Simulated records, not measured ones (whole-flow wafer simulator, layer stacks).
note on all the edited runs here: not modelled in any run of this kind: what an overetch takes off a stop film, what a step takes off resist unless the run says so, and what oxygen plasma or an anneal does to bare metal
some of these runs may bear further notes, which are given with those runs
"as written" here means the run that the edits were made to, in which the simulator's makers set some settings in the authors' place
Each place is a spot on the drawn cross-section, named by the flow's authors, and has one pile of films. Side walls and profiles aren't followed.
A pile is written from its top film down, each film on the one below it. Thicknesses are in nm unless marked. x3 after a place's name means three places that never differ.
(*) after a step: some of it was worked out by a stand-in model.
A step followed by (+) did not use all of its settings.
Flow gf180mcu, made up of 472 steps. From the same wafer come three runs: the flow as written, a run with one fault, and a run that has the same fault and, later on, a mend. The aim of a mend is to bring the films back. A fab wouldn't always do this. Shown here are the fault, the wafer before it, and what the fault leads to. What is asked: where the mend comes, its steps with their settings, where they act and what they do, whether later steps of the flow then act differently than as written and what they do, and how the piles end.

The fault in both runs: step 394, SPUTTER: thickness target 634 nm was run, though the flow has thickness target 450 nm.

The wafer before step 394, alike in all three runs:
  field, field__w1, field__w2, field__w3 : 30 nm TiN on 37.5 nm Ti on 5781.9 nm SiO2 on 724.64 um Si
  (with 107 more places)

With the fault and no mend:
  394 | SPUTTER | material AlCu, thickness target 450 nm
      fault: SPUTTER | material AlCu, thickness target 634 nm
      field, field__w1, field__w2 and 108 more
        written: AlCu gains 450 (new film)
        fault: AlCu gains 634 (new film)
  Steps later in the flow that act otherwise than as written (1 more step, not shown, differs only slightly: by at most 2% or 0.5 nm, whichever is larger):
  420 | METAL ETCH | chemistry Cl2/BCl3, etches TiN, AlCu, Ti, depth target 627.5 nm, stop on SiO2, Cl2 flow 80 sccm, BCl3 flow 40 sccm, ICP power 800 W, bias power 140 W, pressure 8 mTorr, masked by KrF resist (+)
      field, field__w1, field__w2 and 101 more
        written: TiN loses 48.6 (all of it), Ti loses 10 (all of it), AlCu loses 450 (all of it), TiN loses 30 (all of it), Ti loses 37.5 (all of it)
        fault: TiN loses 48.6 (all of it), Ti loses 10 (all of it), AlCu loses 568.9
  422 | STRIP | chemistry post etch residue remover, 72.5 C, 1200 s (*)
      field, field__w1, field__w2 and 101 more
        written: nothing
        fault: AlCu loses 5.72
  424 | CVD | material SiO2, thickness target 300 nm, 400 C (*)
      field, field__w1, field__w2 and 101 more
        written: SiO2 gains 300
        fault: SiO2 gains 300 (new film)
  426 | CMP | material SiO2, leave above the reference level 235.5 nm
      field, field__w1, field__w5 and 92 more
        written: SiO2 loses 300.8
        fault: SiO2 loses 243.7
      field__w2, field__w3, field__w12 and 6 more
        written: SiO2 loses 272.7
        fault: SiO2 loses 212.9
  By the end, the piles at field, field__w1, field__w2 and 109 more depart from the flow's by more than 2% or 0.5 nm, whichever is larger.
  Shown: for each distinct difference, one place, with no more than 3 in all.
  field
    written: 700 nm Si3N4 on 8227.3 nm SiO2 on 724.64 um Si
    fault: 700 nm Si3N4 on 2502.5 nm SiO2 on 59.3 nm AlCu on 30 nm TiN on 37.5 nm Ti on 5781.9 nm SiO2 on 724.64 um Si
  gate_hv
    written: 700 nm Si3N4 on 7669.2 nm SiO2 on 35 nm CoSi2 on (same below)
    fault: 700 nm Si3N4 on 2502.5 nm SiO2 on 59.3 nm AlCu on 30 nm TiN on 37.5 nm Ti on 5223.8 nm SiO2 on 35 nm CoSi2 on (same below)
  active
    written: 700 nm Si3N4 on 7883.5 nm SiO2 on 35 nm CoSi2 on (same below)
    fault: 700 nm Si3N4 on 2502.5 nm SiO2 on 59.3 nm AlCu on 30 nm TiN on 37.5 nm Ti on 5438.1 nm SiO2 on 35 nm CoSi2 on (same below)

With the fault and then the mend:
  After step 394 comes the mend.
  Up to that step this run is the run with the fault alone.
  394a | METAL ETCH | chemistry Cl2/BCl3, etches TiN, AlCu, Ti, depth target 184 nm, Cl2 flow 80 sccm, BCl3 flow 40 sccm, ICP power 800 W, bias power 140 W, pressure 8 mTorr (the flow's step 260 again, with other settings)
      field, field__w1, field__w2 and 108 more
        AlCu loses 184
  Later steps of the flow that are run all act as written at every place that is followed.
  At every place that both follow, the piles at the end match the flow's.
